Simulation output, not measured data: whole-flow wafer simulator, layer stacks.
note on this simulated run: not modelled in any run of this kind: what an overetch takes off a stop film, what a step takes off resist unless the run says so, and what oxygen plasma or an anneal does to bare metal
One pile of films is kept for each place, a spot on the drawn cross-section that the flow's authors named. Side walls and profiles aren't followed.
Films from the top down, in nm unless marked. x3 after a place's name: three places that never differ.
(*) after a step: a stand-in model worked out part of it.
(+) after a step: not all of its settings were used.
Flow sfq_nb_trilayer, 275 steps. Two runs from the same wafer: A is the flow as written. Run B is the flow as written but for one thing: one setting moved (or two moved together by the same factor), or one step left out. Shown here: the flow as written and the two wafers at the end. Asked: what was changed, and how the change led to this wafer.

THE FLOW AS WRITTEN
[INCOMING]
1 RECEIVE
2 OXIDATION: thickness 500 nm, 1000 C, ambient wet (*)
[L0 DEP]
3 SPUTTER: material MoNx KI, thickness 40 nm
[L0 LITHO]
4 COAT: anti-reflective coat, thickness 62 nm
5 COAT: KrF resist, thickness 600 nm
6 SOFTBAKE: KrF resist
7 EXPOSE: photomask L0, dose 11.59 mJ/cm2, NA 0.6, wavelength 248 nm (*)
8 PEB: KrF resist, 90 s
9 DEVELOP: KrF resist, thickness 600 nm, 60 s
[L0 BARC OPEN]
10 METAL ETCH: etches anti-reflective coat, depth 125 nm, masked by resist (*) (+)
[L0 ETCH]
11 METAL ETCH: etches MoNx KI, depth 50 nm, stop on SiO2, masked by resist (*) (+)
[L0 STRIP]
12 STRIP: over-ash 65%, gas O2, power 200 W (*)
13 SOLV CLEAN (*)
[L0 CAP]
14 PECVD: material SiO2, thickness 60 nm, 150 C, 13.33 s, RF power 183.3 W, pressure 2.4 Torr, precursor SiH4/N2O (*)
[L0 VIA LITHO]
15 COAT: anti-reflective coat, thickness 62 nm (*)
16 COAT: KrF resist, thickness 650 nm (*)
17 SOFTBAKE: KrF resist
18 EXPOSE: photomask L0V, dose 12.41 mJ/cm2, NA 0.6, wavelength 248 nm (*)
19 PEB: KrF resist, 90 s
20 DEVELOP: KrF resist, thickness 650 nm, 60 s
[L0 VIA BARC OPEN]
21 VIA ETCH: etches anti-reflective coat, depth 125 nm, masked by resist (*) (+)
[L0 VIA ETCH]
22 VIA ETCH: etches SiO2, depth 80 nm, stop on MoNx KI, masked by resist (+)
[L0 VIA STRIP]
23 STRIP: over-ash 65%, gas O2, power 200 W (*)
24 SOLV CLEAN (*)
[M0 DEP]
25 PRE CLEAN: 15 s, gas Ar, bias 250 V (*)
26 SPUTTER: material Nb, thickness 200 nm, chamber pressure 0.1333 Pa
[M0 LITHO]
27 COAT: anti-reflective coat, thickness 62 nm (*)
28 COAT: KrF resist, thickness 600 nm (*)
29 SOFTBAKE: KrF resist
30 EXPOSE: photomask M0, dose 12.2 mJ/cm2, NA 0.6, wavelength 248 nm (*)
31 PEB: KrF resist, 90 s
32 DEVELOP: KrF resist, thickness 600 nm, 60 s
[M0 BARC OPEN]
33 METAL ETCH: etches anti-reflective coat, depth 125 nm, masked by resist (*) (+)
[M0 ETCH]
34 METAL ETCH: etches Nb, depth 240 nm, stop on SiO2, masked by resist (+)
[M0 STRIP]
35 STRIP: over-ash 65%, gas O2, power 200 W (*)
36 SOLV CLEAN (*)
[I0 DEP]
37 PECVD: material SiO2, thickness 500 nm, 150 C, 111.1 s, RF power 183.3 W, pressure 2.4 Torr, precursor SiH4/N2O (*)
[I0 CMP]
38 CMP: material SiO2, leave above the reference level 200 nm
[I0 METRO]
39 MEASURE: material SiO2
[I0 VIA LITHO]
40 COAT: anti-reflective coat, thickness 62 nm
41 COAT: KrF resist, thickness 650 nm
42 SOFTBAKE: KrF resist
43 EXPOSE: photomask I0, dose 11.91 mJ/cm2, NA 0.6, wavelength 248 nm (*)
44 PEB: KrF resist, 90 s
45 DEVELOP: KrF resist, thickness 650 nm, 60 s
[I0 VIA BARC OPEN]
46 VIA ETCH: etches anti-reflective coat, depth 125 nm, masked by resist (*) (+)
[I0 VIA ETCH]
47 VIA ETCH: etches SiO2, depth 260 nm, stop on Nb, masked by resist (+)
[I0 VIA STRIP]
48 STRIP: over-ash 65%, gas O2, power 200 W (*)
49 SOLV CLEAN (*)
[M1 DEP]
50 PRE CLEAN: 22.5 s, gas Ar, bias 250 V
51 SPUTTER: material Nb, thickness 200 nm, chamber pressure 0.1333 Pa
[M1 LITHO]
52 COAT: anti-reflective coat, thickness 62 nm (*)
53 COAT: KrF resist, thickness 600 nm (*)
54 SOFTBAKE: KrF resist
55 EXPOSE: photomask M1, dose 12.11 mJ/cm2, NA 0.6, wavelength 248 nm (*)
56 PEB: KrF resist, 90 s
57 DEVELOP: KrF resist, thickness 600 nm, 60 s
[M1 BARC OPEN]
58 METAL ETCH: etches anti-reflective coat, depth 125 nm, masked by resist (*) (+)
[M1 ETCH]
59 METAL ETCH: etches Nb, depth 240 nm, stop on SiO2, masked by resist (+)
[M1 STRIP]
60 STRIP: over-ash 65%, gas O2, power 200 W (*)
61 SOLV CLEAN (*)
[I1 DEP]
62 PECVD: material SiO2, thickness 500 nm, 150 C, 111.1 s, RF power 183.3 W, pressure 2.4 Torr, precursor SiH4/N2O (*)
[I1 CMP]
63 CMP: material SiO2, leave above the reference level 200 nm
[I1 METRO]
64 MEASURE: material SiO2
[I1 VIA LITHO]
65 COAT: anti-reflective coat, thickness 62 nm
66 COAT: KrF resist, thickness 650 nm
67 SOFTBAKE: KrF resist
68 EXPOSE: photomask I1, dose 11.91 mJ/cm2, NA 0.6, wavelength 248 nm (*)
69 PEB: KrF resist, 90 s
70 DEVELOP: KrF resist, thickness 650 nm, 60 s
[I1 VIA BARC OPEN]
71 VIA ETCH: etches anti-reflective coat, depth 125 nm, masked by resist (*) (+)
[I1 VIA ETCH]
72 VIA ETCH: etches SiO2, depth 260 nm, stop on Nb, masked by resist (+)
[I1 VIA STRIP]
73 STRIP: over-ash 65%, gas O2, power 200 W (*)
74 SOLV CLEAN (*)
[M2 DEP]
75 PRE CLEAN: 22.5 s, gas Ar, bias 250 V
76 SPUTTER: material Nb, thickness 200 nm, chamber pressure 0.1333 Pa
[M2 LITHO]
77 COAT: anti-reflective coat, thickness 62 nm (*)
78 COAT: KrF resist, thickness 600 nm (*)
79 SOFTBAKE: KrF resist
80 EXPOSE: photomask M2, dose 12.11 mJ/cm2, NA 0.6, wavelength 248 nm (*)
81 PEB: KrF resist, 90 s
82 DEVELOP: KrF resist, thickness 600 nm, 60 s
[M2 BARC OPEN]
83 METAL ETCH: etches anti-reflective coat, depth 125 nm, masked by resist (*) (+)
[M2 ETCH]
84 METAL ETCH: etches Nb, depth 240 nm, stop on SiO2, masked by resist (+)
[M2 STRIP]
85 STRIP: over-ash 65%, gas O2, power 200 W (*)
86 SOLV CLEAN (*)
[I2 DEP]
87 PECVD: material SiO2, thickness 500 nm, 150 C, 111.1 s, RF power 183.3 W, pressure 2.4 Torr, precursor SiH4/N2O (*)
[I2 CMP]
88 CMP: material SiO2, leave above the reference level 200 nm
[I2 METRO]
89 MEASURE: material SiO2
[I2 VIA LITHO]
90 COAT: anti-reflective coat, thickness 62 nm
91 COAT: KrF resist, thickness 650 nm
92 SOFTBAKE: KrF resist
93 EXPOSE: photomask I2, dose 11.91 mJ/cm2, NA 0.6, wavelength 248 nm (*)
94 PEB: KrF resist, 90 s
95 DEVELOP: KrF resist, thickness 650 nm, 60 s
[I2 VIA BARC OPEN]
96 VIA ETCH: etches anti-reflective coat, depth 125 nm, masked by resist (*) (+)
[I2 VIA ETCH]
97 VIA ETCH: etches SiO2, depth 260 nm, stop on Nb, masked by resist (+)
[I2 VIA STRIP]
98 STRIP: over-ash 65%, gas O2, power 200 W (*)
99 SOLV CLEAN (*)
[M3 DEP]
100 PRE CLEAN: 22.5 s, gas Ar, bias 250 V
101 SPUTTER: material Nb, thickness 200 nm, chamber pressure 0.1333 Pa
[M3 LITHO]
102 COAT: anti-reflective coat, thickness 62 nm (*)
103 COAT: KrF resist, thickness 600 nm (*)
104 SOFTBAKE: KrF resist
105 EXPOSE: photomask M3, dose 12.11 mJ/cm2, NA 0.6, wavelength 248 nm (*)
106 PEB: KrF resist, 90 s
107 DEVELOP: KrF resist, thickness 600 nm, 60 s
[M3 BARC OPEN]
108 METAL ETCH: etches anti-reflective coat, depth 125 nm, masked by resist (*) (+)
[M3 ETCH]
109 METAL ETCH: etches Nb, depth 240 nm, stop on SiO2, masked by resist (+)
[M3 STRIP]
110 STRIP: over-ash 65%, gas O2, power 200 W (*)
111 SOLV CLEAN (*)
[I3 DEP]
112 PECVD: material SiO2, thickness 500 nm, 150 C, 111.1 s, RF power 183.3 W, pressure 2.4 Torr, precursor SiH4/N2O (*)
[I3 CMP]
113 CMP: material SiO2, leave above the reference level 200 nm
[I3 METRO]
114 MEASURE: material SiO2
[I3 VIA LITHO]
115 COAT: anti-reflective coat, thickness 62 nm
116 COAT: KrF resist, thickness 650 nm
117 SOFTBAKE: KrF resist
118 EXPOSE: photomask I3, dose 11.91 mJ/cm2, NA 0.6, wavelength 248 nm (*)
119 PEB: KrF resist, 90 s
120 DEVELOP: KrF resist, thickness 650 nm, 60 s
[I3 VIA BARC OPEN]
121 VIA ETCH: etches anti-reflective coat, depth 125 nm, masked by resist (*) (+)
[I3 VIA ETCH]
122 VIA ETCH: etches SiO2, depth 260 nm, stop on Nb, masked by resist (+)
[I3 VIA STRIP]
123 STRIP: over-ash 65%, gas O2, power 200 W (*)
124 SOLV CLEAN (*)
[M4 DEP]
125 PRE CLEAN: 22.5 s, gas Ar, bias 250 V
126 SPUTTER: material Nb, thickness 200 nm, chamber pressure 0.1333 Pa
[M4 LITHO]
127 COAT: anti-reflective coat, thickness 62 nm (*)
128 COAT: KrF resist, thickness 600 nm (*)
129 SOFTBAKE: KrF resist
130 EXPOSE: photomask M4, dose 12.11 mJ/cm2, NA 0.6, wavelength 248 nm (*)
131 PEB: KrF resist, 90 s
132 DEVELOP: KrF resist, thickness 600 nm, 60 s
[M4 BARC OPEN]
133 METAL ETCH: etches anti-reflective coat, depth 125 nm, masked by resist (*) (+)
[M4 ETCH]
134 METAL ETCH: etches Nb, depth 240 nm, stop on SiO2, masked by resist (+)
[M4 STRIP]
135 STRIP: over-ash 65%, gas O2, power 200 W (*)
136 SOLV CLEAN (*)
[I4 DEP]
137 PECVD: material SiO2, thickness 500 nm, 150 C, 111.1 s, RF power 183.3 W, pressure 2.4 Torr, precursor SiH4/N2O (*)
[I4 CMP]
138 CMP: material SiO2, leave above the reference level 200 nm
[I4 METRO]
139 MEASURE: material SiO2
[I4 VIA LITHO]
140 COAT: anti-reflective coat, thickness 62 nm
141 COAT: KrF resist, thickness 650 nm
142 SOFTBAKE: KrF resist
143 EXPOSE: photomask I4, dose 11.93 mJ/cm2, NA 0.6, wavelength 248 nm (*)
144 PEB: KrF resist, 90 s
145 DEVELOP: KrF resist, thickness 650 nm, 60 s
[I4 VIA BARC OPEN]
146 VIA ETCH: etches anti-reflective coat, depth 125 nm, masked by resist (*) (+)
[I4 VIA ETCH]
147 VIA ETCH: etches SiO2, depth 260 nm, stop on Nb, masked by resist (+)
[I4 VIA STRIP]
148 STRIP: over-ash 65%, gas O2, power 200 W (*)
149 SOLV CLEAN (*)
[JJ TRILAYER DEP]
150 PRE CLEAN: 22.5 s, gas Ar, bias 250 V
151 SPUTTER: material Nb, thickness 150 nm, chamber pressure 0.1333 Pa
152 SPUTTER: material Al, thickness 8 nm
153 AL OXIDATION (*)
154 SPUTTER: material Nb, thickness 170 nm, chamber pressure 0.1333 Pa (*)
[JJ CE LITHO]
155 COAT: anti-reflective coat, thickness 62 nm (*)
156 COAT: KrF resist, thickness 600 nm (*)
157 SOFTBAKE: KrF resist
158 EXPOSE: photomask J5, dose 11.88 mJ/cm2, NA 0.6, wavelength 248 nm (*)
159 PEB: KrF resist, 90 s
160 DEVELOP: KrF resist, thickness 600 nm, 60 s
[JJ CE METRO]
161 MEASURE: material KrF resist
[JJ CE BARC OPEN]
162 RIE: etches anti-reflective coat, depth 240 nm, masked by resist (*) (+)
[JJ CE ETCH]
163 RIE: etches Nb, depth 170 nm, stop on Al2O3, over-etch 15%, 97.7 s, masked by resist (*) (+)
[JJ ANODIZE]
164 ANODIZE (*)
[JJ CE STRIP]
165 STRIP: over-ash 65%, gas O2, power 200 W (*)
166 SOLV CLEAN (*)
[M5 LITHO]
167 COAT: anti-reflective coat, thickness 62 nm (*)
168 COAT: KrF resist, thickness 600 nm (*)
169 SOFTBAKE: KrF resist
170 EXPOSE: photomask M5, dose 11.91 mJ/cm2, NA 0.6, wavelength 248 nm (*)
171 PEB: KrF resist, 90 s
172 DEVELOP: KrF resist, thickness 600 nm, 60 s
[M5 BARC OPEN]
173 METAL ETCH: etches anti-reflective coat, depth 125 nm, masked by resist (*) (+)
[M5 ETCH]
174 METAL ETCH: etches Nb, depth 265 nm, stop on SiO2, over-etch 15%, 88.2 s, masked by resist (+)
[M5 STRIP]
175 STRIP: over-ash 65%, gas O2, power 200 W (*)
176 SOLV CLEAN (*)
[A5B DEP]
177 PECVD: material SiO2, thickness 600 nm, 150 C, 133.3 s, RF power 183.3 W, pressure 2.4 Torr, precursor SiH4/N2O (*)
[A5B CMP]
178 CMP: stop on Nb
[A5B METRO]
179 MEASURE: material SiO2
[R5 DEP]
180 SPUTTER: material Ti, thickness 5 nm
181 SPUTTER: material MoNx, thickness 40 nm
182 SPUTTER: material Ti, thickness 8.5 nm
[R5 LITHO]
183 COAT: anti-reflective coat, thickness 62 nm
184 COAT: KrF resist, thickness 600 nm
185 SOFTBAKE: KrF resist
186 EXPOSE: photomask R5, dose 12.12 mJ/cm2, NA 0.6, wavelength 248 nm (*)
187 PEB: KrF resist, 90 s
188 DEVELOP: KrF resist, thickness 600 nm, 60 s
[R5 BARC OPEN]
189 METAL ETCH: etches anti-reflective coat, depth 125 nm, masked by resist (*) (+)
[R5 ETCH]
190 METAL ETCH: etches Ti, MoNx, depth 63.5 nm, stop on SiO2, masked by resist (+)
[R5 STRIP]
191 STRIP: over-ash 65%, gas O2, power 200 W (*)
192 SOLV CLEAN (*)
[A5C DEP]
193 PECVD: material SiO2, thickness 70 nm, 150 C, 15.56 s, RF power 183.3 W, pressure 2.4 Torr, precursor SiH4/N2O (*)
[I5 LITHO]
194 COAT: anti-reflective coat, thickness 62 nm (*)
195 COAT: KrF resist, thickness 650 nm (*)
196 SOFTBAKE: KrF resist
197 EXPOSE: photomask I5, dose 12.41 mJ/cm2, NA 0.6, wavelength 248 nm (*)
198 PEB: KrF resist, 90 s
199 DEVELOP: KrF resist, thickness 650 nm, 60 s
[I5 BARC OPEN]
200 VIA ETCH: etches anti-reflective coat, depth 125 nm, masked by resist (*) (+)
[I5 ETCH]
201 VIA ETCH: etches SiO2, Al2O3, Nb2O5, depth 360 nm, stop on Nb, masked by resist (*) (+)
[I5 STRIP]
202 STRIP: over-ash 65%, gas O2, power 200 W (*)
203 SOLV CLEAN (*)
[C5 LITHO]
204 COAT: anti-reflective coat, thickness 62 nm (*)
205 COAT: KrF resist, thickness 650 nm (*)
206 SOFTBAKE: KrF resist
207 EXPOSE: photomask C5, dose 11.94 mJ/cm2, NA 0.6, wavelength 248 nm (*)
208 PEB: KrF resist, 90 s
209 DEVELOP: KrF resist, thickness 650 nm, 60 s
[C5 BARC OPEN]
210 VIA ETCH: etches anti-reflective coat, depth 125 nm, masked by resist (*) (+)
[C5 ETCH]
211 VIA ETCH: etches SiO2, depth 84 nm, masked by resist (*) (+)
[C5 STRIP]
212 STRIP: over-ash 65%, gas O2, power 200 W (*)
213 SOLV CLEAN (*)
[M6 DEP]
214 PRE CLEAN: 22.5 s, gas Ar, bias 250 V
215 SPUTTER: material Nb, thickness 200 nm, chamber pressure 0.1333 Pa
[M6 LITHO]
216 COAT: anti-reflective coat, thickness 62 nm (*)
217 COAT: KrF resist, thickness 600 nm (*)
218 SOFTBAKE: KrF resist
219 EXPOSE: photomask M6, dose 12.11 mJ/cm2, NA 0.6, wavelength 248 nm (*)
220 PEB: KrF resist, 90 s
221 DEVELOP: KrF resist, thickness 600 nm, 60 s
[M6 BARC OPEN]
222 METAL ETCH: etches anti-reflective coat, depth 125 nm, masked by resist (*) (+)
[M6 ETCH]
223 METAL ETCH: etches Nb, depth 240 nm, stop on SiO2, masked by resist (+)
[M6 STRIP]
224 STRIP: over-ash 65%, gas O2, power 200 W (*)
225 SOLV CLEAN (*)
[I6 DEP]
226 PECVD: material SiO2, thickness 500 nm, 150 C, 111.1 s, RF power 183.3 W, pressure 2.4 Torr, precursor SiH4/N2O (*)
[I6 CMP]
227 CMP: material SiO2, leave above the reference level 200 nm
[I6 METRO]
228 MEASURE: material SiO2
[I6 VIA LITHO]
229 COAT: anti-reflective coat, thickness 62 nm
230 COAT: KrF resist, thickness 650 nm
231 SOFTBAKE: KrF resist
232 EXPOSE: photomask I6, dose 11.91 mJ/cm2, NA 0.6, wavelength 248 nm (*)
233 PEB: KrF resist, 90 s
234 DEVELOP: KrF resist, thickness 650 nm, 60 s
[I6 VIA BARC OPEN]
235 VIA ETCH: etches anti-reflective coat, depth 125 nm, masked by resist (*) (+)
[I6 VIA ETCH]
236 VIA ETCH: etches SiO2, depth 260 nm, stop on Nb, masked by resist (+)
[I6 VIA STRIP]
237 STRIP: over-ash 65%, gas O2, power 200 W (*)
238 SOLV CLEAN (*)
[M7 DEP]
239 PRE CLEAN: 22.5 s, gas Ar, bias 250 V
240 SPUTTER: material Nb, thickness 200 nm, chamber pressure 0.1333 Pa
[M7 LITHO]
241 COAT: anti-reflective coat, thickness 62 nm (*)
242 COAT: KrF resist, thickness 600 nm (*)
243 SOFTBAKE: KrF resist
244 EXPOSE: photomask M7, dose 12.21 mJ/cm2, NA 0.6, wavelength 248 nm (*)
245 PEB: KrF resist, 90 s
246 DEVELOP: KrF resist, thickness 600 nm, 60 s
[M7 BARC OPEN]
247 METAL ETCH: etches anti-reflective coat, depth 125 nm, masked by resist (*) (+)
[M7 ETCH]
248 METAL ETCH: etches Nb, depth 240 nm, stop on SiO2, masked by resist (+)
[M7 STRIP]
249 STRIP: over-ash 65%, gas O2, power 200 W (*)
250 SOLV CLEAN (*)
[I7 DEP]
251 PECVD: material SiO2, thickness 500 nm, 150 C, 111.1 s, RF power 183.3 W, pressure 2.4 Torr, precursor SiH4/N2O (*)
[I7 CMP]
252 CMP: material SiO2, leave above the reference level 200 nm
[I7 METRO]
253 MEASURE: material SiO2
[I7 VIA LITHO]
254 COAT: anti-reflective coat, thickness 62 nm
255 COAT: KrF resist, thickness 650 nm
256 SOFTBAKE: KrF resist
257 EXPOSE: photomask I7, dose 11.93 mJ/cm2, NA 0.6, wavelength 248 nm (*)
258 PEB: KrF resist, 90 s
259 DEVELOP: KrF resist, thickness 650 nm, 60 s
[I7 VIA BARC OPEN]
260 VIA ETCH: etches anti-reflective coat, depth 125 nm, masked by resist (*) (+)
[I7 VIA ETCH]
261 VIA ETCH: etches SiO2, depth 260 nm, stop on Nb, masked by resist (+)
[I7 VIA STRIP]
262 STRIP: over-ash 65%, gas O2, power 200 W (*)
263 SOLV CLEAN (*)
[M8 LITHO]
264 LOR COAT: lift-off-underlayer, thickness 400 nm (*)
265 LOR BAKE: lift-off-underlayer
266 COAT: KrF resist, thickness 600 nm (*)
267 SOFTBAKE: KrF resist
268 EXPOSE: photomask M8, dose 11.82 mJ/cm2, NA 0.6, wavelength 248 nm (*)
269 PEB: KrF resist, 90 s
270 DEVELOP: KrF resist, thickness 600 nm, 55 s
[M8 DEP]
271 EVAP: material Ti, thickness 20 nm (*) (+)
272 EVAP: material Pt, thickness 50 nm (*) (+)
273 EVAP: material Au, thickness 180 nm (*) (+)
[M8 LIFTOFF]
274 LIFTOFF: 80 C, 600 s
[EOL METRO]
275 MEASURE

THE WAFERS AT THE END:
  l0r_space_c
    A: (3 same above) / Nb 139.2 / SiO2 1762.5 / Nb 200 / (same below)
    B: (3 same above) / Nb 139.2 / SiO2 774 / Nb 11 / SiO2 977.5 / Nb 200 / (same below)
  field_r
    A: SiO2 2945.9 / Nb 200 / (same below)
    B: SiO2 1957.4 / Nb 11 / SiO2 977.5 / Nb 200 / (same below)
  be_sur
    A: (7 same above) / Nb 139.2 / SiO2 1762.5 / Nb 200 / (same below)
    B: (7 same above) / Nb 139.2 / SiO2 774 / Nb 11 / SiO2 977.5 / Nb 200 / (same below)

The cause: step 109, METAL ETCH: depth 189 nm was run, where the flow has depth 240 nm.

How the change led to this, step by step:
  109 METAL ETCH: etches Nb, depth 240 nm, stop on SiO2, masked by resist (+)
      field_l, be, be_sur and 72 more: A Nb -200 (all of it) | B Nb -189
      v_sur, via_wl, via_w and 28 more: A KrF resist -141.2 | B KrF resist -111.2
  110 STRIP: over-ash 65%, gas O2, power 200 W (*)
      p4_w1 x9, wl_j_sl, wl_jj and 13 more: A KrF resist -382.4 (all of it), anti-reflective coat -62 (all of it) | B KrF resist -412.4 (all of it), anti-reflective coat -62 (all of it)
      via_wl, via_wr: A KrF resist -384.2 (all of it), anti-reflective coat -34.2 (all of it) | B KrF resist -414.2 (all of it), anti-reflective coat -34.2 (all of it)
      (and at 5 more places)
  112 PECVD: material SiO2, thickness 500 nm, 150 C, 111.1 s, RF power 183.3 W, pressure 2.4 Torr, precursor SiH4/N2O (*)
      field_l, be, be_sur and 64 more: A SiO2 +500 | B SiO2 +500 (new film)
      p4_g1 x2, p3_s0 x6: A SiO2 +557.1 | B SiO2 +546.1 (new film)
  113 CMP: material SiO2, leave above the reference level 200 nm
      field_l, be, be_sur and 64 more: A SiO2 -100 | B SiO2 -111
Counting metal films that touch as one body, l0r_space_c has 3 bodies (between them, from the top down: SiO2 774; SiO2 977.5); the flow as written gives 2 bodies (between them, from the top down: SiO2 1762.5).
Counting metal films that touch as one body, field_r has 2 bodies (between them, from the top down: SiO2 977.5); the flow as written gives 1 body.
Counting metal films that touch as one body, be_sur has 5 bodies (between them, from the top down: SiO2 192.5; SiO2 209 / Al2O3 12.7 / Nb2O5 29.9; SiO2 774; SiO2 977.5); the flow as written gives 4 bodies (between them, from the top down: SiO2 192.5; SiO2 209 / Al2O3 12.7 / Nb2O5 29.9; SiO2 1762.5).
